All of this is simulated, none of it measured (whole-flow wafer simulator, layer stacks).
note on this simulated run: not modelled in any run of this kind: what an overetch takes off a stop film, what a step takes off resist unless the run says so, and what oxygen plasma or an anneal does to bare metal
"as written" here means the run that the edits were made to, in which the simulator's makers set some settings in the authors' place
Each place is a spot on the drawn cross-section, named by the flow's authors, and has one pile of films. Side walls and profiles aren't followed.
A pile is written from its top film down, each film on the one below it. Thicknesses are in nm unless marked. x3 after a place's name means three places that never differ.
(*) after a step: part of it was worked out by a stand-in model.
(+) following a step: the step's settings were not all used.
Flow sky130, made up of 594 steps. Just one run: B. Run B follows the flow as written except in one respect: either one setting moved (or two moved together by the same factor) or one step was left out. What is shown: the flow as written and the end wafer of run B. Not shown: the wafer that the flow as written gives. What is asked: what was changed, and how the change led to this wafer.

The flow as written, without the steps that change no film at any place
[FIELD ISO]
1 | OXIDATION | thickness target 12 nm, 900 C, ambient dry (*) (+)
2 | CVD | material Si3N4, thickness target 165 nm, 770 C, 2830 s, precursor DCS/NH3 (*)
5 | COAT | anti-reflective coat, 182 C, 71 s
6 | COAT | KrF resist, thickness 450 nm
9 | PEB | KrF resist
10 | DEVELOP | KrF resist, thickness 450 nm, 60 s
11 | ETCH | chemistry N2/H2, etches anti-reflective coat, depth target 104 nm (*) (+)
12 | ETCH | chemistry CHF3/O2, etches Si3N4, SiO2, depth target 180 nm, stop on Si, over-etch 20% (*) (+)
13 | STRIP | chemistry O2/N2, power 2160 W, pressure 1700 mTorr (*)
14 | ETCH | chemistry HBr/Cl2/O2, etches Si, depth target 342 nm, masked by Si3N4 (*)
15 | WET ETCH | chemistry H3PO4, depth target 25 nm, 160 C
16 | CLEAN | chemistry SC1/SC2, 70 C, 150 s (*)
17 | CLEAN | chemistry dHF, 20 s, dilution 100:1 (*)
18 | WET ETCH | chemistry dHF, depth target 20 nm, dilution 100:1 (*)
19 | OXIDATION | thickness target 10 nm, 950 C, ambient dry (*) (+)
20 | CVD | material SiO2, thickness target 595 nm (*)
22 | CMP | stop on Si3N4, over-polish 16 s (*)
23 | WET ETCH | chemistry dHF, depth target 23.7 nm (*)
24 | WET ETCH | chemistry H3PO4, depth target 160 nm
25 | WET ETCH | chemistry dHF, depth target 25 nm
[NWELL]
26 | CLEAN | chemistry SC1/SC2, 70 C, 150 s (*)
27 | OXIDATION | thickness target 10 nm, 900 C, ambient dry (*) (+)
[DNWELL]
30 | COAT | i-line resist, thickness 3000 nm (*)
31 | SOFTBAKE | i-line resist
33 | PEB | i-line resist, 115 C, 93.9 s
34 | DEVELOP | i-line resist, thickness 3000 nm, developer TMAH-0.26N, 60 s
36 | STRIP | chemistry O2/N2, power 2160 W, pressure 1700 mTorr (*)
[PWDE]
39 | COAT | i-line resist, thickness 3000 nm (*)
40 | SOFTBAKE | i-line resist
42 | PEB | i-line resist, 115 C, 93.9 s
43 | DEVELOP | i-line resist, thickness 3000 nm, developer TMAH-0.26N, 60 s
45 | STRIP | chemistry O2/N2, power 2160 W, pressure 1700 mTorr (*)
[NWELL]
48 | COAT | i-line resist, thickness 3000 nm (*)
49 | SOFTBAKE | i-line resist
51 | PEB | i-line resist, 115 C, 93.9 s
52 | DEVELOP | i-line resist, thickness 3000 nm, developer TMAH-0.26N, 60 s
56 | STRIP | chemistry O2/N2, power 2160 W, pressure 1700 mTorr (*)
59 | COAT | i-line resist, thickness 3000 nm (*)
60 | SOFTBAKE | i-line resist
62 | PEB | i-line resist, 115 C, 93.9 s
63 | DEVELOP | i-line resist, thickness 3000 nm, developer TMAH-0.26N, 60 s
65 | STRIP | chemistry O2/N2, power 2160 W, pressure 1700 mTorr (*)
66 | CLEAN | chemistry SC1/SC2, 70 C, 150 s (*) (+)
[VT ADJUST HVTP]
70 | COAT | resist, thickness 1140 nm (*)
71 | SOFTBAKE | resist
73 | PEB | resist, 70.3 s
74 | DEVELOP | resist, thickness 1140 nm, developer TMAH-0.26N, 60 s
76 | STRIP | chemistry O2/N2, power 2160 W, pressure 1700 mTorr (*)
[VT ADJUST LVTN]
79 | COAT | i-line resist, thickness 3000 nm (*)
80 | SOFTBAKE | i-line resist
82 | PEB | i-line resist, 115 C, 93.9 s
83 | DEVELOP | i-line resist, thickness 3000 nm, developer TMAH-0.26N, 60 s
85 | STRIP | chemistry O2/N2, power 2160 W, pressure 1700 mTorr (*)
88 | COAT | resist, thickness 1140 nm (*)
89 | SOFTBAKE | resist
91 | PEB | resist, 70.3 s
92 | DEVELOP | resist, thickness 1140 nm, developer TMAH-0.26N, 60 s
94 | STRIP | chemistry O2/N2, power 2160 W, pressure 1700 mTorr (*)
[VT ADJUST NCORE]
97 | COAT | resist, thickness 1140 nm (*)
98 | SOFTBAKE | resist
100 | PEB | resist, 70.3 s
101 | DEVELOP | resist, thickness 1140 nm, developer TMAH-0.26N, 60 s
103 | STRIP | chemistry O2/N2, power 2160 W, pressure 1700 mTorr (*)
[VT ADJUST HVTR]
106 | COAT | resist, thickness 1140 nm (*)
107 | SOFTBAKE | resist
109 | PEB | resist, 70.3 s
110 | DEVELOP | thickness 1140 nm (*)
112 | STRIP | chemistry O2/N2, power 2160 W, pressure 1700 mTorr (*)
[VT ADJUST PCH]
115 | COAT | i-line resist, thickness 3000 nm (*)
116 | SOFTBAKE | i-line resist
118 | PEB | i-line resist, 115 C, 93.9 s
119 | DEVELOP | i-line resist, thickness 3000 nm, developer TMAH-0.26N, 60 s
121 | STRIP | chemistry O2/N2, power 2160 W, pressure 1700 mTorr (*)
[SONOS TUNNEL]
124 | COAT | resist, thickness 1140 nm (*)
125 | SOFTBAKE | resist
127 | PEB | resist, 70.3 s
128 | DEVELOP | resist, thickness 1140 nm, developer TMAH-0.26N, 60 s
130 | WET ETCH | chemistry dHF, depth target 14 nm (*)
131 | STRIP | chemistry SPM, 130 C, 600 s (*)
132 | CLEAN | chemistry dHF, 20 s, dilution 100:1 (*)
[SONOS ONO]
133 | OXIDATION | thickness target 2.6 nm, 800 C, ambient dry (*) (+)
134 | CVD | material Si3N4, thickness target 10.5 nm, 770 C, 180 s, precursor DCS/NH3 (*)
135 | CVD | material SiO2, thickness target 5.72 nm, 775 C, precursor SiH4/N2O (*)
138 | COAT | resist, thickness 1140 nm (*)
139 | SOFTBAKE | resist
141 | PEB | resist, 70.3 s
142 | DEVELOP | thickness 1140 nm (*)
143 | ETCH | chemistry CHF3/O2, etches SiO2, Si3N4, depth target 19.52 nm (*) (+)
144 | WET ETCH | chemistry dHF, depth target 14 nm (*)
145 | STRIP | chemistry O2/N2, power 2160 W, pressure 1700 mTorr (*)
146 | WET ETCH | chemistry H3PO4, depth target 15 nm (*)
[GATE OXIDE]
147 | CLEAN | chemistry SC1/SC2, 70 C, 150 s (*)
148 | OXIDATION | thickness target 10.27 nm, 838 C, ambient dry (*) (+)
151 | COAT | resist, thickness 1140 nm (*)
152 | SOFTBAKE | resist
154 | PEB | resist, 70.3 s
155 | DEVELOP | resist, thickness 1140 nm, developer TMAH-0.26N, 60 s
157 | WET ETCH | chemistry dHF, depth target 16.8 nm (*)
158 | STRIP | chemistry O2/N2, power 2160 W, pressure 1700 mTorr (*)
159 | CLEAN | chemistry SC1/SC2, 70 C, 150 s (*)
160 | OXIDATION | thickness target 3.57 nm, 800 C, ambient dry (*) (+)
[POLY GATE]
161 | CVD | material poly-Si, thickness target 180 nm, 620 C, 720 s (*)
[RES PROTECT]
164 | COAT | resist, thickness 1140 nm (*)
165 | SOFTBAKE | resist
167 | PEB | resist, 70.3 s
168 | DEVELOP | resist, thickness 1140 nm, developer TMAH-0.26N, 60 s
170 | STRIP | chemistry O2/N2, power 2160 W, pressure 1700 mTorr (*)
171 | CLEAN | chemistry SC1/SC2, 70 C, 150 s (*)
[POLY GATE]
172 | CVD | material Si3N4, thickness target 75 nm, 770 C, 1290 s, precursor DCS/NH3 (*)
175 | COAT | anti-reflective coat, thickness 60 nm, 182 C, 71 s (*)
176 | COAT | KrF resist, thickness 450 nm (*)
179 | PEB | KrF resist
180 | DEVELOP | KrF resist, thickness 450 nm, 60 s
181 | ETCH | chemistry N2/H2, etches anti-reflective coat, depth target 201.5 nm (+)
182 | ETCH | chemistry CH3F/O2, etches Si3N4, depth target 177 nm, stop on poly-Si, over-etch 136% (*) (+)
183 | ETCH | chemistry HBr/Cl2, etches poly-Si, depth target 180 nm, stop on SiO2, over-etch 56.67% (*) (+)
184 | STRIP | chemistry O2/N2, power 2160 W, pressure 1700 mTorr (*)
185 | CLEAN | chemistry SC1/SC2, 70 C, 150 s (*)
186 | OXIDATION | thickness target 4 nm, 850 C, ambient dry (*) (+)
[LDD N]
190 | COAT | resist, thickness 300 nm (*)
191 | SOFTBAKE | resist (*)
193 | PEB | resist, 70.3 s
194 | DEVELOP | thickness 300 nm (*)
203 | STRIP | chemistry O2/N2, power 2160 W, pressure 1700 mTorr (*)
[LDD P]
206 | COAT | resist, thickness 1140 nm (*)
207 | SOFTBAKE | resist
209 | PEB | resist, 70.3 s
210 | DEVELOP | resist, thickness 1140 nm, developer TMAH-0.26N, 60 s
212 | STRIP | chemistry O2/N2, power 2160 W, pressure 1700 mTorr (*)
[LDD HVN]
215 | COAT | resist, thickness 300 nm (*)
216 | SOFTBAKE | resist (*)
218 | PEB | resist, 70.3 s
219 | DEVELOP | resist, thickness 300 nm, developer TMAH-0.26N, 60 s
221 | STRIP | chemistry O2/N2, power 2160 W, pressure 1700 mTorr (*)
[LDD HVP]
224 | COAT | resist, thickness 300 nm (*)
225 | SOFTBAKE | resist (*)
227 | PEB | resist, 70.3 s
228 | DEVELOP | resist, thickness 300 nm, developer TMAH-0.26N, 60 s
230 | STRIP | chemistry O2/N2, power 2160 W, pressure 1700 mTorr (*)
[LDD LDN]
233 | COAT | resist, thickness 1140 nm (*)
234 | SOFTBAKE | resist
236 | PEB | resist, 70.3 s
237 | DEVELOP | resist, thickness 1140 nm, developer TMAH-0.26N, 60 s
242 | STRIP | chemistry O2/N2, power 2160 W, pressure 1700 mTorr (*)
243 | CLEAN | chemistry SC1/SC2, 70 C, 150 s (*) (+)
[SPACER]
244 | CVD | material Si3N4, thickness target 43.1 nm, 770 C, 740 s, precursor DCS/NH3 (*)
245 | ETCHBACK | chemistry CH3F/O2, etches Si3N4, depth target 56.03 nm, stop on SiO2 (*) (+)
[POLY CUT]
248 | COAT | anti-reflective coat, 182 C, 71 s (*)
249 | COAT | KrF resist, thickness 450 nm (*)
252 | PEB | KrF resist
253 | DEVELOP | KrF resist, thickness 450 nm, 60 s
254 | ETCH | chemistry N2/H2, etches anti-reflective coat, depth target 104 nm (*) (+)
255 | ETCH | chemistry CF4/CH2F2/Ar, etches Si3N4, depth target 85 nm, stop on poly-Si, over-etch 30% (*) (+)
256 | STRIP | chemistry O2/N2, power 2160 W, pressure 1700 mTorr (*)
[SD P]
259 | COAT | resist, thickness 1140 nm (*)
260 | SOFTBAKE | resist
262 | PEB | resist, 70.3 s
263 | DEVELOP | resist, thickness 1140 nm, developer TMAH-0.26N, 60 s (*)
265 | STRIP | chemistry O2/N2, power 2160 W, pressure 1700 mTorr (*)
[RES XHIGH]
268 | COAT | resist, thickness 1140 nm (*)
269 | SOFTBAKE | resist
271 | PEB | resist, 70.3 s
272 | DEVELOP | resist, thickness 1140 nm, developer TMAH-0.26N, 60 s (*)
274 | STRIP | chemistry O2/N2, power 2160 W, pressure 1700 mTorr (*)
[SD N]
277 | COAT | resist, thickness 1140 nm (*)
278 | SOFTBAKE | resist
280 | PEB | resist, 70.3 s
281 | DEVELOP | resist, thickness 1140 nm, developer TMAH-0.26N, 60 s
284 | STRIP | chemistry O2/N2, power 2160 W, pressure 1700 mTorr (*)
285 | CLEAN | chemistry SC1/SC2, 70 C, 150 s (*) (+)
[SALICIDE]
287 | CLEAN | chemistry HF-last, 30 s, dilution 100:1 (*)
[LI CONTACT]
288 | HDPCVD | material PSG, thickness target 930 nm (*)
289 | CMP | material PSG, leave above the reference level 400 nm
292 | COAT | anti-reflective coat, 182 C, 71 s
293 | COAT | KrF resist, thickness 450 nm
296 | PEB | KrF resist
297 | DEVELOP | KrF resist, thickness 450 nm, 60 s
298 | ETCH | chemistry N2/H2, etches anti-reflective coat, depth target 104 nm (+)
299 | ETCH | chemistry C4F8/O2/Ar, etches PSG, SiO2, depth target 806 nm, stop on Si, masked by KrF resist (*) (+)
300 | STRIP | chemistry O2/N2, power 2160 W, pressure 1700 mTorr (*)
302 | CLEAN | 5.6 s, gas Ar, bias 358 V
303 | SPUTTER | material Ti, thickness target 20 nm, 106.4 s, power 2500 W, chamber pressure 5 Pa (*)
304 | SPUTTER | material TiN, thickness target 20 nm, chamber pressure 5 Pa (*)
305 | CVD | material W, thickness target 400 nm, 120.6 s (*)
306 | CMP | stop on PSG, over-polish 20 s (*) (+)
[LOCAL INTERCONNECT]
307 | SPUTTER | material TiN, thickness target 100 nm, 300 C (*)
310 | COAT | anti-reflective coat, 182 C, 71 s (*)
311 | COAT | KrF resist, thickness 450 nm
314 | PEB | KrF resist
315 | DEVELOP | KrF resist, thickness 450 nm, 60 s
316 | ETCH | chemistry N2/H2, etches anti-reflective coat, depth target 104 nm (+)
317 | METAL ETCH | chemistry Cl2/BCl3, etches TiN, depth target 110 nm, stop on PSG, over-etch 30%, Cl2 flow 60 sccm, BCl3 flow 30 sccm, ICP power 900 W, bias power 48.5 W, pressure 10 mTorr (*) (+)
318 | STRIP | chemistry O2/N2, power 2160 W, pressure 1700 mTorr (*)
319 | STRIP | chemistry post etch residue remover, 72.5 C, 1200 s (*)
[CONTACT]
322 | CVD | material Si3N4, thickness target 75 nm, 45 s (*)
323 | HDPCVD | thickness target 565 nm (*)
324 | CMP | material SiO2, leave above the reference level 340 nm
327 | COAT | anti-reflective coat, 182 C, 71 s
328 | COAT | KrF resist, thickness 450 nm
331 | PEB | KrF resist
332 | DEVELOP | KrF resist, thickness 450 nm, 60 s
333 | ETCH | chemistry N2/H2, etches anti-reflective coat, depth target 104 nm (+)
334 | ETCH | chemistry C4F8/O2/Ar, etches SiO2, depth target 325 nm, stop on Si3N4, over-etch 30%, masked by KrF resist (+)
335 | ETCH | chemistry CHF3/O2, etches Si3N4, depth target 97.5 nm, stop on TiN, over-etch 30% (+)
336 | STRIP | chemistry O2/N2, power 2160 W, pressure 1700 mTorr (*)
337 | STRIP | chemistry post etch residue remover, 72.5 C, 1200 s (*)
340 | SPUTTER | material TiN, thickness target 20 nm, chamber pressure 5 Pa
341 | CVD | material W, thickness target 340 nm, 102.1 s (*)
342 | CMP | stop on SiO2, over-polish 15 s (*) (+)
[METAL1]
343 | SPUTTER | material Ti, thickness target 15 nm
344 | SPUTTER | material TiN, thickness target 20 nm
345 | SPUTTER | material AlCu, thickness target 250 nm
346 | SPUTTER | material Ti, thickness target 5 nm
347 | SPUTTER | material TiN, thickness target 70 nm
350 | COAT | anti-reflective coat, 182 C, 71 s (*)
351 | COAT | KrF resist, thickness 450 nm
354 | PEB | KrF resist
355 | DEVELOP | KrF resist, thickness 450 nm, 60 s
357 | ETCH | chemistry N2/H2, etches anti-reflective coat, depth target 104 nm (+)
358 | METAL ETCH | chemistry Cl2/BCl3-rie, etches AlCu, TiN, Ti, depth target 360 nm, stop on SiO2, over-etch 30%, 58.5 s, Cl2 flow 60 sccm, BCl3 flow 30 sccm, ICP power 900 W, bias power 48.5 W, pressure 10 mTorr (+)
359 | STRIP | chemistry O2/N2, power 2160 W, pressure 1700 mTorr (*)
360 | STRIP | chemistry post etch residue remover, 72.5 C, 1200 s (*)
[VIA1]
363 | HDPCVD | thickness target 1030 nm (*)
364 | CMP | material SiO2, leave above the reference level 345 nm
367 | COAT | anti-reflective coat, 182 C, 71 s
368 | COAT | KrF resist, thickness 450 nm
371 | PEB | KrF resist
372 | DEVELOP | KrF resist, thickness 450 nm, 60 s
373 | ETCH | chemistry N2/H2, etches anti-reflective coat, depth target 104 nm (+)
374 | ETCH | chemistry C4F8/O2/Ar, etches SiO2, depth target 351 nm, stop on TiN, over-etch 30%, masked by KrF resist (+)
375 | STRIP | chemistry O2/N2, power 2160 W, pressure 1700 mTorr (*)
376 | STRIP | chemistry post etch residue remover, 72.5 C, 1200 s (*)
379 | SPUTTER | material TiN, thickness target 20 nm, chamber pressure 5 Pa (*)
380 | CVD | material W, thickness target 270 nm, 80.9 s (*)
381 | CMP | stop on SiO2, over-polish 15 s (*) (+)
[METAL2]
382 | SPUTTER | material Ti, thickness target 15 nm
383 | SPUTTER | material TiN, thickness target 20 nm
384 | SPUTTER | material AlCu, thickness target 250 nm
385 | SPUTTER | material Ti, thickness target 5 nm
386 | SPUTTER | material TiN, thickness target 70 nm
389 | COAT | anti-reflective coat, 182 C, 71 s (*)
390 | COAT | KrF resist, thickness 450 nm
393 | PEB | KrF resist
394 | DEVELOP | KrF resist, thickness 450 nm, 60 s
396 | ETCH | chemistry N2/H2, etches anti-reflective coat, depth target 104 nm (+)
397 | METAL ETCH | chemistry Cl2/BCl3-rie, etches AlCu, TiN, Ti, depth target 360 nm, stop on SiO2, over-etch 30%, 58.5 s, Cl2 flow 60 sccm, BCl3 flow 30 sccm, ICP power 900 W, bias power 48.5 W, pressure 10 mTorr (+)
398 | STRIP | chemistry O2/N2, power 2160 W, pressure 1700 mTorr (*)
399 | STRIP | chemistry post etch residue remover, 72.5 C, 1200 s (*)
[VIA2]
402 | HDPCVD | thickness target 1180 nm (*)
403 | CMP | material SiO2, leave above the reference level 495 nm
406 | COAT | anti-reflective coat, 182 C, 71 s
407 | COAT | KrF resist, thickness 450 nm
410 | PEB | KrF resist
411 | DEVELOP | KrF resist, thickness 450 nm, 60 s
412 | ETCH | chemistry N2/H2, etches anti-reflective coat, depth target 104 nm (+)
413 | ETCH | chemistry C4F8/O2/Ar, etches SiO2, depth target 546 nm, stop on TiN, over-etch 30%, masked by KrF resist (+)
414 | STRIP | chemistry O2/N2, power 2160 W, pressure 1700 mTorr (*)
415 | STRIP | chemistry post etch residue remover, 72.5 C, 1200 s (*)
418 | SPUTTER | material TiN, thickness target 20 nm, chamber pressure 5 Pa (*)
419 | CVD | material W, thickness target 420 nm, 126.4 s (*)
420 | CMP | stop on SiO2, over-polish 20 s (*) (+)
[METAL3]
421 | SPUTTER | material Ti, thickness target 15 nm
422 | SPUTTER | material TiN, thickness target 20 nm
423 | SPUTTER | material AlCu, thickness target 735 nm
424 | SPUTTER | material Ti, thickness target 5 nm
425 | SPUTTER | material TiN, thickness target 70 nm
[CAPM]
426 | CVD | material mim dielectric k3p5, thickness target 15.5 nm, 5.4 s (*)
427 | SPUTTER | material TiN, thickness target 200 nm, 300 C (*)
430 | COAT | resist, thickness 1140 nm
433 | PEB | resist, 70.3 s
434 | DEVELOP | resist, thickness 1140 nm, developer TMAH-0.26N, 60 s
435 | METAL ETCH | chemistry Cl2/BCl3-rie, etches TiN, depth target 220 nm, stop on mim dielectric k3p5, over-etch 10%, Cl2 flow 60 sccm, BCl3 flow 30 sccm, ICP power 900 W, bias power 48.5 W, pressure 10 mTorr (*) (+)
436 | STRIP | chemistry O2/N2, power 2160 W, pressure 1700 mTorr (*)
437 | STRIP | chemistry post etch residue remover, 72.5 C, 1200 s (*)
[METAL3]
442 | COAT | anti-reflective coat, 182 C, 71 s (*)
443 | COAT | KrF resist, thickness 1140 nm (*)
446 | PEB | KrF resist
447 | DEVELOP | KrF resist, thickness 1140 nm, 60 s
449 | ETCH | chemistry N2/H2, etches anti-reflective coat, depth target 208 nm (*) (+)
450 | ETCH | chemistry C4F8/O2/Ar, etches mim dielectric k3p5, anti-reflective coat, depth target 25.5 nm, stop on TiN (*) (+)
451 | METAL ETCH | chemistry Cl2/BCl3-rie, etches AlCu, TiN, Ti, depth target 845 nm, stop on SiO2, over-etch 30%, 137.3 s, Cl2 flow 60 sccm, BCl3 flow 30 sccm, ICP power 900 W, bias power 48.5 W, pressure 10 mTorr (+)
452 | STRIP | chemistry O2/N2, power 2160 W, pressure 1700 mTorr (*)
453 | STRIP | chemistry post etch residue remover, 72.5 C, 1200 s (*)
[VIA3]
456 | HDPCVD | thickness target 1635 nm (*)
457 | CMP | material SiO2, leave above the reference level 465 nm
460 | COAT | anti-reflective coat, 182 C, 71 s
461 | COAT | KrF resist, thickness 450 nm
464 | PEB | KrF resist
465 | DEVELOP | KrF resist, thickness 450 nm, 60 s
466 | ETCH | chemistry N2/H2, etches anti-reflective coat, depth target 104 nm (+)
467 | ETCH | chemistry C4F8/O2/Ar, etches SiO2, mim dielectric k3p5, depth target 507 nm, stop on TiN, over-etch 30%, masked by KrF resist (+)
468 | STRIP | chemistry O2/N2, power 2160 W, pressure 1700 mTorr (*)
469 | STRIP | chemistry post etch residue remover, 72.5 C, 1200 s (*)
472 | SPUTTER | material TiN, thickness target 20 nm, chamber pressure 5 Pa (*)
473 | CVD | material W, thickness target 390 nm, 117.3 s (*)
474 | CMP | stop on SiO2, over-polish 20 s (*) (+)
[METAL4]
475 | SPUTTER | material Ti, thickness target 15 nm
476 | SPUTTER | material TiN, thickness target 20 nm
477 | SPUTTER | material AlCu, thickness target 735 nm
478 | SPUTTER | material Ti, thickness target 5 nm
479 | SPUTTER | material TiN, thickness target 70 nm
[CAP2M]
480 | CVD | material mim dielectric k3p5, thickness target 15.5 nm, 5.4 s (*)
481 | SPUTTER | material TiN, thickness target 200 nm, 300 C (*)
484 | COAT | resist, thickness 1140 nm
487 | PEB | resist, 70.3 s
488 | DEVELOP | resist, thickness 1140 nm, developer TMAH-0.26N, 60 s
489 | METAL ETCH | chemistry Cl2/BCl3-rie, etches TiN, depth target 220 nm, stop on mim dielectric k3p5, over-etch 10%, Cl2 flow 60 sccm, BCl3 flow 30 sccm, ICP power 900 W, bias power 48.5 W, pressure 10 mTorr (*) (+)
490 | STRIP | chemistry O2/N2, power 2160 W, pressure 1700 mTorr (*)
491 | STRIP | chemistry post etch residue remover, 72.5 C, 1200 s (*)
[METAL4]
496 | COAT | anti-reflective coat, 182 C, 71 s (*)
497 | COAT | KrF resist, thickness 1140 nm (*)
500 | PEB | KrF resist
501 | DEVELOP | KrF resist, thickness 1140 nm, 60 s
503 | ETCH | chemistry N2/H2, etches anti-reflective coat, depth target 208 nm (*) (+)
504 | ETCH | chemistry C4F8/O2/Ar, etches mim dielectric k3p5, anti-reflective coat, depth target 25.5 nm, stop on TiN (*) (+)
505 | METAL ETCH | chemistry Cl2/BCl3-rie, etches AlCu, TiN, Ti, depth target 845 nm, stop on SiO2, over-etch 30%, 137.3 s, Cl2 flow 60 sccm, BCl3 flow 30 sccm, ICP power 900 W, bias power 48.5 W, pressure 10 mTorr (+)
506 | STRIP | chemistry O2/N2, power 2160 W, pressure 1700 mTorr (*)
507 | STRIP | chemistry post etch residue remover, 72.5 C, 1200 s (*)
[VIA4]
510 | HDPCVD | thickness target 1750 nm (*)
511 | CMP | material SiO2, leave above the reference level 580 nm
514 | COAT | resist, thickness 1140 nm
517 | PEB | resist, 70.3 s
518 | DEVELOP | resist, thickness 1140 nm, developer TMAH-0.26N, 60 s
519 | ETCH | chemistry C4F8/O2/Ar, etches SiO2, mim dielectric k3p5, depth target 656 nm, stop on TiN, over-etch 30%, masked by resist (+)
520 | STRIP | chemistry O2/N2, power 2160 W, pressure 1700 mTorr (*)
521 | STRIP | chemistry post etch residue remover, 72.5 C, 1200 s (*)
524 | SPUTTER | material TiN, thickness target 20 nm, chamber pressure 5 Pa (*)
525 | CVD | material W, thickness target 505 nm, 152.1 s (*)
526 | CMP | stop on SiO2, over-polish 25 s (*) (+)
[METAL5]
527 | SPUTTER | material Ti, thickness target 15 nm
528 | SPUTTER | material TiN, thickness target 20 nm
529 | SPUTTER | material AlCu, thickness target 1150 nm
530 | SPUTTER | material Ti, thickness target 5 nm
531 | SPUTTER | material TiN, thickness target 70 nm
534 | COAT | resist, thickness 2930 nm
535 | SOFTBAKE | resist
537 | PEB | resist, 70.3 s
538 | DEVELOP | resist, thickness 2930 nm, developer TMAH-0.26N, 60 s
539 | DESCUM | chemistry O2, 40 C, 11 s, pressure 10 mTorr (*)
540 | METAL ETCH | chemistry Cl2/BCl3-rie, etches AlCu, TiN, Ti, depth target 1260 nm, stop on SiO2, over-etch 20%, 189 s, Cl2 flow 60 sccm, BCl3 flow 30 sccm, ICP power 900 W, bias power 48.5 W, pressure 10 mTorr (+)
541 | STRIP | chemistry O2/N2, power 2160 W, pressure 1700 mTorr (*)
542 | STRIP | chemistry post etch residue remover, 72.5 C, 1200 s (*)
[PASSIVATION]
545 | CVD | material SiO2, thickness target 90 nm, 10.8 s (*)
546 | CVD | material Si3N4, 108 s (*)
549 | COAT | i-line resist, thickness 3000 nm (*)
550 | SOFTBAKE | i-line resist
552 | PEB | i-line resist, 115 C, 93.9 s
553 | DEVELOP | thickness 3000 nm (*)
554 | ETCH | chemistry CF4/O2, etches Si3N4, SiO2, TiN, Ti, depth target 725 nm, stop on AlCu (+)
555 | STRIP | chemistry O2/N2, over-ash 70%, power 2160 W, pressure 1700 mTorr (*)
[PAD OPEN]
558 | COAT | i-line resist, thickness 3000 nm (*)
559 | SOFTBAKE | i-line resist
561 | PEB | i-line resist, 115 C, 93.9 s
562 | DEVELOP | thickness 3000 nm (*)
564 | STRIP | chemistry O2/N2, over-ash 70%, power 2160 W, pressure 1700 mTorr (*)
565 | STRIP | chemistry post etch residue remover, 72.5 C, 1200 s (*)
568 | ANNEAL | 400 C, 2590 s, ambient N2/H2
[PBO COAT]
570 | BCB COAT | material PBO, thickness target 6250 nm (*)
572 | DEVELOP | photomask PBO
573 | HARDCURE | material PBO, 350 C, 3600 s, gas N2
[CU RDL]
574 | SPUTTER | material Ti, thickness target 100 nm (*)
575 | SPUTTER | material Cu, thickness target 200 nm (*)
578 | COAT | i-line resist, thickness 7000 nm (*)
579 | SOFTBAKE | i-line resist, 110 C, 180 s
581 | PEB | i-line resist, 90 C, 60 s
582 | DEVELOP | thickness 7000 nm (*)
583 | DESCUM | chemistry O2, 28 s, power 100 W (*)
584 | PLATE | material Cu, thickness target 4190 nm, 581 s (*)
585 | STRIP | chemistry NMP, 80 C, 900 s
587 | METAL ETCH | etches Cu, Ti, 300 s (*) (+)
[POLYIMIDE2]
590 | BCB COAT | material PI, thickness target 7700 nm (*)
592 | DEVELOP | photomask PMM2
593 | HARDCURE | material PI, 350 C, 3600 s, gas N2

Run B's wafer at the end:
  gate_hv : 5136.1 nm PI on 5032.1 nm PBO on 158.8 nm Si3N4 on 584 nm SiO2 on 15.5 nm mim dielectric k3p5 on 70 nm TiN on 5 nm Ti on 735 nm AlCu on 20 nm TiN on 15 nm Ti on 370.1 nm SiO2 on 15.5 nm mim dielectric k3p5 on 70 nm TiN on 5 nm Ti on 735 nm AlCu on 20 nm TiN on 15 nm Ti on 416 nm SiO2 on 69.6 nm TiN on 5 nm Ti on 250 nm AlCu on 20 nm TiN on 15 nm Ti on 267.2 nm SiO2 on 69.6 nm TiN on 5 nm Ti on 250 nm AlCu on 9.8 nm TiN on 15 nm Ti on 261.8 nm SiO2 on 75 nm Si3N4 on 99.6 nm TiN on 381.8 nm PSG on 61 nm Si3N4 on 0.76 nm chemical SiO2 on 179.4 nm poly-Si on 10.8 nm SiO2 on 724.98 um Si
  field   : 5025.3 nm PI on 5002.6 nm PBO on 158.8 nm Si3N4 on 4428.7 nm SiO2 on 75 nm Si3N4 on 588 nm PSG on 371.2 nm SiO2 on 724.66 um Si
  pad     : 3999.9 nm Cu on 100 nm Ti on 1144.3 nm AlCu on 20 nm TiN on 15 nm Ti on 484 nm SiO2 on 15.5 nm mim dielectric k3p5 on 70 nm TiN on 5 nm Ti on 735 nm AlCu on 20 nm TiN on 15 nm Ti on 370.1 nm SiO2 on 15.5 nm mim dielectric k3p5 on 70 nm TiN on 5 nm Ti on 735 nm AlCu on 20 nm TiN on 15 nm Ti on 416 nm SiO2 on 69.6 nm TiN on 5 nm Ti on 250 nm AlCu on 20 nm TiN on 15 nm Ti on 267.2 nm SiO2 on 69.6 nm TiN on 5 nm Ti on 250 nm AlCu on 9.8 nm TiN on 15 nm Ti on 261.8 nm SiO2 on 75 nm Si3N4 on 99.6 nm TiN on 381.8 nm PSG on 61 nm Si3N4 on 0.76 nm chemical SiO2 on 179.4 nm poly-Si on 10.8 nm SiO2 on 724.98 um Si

The reason: step 344, SPUTTER: thickness target 9.8 nm was run, though the flow has thickness target 20 nm.
One can read it off the wafer: gate_hv has TiN 9.8, and step 344 as written asks for 20 nm.

How this came from the change, step by step:
  344 | SPUTTER | material TiN, thickness target 20 nm
      field, active, n_well and 188 more: TiN gains 9.8 (new film) (it would be, as written: TiN gains 20 (new film))
  358 | METAL ETCH | chemistry Cl2/BCl3-rie, etches AlCu, TiN, Ti, depth target 360 nm, stop on SiO2, over-etch 30%, 58.5 s, Cl2 flow 60 sccm, BCl3 flow 30 sccm, ICP power 900 W, bias power 48.5 W, pressure 10 mTorr (+)
      field, active, gate and 81 more: TiN loses 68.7 (all of it), Ti loses 5 (all of it), AlCu loses 250 (all of it), TiN loses 9.8 (all of it), Ti loses 15 (all of it), SiO2 loses 12 (it would be, as written: TiN loses 68.7 (all of it), Ti loses 5 (all of it), AlCu loses 250 (all of it), TiN loses 20 (all of it), Ti loses 15 (all of it), SiO2 loses 10.9)
  364 | CMP | material SiO2, leave above the reference level 345 nm
      field, active, gate and 81 more: SiO2 loses 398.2 (it would be, as written: SiO2 loses 389.1)
